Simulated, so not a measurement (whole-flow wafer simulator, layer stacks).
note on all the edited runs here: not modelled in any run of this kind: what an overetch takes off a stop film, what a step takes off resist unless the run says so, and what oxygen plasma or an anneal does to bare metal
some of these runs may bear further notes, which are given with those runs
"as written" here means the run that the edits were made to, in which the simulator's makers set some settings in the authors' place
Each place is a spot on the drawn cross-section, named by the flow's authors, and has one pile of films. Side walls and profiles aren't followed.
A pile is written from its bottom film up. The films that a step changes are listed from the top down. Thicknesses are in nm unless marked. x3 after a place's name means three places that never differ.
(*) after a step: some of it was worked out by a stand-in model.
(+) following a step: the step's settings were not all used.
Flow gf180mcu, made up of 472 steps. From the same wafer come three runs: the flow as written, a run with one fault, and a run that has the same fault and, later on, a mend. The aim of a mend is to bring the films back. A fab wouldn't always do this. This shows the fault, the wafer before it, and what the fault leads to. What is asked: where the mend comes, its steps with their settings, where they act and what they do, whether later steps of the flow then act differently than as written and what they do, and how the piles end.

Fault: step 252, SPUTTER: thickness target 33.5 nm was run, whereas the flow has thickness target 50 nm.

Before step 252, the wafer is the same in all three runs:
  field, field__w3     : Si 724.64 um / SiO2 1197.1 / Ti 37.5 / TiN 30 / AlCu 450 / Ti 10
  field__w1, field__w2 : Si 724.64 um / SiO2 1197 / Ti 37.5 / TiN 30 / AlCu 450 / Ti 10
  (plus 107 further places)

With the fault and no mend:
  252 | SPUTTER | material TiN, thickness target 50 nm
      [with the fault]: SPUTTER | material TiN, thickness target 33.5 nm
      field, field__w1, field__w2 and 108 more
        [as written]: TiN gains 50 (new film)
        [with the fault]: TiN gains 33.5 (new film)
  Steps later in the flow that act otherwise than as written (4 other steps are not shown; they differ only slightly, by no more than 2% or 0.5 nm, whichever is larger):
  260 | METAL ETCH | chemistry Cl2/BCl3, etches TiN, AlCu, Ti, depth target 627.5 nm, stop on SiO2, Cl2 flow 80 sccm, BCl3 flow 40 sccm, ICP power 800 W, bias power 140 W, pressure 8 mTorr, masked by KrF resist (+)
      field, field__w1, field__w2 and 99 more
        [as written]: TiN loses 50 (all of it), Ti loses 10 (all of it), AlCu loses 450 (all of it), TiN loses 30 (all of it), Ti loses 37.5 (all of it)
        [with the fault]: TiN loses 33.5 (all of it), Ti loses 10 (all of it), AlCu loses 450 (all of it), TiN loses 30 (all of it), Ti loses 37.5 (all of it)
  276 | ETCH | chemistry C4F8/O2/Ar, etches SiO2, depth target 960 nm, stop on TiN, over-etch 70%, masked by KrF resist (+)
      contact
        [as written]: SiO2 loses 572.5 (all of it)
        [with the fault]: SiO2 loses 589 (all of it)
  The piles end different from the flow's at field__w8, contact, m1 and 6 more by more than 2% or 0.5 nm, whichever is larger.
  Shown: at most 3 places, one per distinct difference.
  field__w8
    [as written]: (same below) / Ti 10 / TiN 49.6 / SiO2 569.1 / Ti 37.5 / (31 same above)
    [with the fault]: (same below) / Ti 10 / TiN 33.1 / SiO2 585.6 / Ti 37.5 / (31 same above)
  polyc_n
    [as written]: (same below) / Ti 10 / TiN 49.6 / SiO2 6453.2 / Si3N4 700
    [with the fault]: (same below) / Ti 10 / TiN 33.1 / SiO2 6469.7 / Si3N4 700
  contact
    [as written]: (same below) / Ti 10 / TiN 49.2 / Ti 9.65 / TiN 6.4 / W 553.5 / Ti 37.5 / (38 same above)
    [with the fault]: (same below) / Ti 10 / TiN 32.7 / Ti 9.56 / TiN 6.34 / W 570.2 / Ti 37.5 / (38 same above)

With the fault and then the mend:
  After step 259 comes the mend.
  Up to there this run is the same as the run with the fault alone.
  259a | STRIP | chemistry O2/N2, power 2160 W, pressure 1700 mTorr (*)
      field__w8, contact, m1 and 6 more
        KrF resist loses 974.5 (all of it)
  259b | SPUTTER | material TiN, thickness target 16.5 nm (a further turn of the flow's step 252, with different settings)
      field, field__w1, field__w2 and 108 more
        TiN gains 16.5
  259c | HMDS | 120 C, 60 s (a further turn of the flow's step 254)
      leaves every film unchanged at each place that is followed
  259d | COAT | KrF resist, thickness 1000 nm (a further turn of the flow's step 255)
      field, field__w1, field__w2 and 108 more
        KrF resist gains 1000 (new film)
  259e | SOFTBAKE | KrF resist (a further turn of the flow's step 256)
      leaves every film unchanged at each place that is followed
  259f | EXPOSE | photomask Metal1 (a further turn of the flow's step 257)
      leaves every film unchanged at each place that is followed
  259g | PEB | KrF resist, 135 C, 90 s (a further turn of the flow's step 258)
      field, field__w1, field__w2 and 108 more
        KrF resist loses 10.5
  259h | DEVELOP | thickness 1000 nm, 60 s (a further turn of the flow's step 259)
      field, field__w1, field__w2 and 99 more
        KrF resist loses 989.5 (all of it)
      field__w8, contact, m1 and 6 more
        KrF resist loses 14.9
  Later steps of the flow that are run all act as written at every place that is followed.
  At every place that both follow, the piles at the end match the flow's.
